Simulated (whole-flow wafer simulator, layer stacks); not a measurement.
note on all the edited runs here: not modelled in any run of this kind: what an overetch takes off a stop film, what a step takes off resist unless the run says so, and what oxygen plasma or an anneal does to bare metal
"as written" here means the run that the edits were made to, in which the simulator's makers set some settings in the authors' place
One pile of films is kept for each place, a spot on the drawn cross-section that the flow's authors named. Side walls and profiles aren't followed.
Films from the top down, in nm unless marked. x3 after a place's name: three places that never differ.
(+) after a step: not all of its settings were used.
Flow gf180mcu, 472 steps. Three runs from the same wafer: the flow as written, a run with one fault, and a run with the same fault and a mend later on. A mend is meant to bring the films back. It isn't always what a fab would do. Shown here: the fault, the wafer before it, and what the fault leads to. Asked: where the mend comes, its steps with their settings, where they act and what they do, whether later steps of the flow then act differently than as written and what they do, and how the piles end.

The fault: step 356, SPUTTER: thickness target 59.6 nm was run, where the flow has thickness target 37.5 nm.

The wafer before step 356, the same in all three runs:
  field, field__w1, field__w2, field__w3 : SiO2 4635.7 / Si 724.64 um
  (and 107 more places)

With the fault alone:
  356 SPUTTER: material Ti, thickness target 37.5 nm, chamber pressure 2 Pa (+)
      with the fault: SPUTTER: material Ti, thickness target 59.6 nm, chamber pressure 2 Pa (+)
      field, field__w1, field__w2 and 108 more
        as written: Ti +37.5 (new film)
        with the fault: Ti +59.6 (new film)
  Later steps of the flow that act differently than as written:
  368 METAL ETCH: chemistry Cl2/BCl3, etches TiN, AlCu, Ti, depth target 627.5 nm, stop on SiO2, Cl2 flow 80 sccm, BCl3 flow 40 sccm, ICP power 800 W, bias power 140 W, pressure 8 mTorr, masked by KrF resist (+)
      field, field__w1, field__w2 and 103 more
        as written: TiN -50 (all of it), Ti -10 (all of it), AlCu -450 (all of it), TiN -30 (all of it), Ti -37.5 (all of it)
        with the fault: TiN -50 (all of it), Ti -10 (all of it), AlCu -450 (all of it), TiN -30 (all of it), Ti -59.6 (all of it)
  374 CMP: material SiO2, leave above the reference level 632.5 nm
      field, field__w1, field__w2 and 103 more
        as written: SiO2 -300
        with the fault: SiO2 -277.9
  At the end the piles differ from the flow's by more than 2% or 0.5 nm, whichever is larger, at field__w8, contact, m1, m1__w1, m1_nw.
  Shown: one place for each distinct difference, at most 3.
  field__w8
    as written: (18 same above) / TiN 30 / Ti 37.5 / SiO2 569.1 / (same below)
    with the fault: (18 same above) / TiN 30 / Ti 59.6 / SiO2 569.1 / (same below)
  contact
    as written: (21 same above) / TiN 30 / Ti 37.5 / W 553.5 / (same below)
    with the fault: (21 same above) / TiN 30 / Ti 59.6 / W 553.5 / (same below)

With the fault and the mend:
  The mend comes after step 356.
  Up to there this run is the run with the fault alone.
  356a METAL ETCH: chemistry Cl2/BCl3, etches TiN, AlCu, Ti, depth target 22.1 nm, Cl2 flow 80 sccm, BCl3 flow 40 sccm, ICP power 800 W, bias power 140 W, pressure 8 mTorr (the flow's step 260 once more, with other settings)
      field, field__w1, field__w2 and 108 more
        Ti -22.1
  No later step of the flow acts differently than as written at any place that is followed.
  At the end the piles are the same as the flow's at every place that both follow.
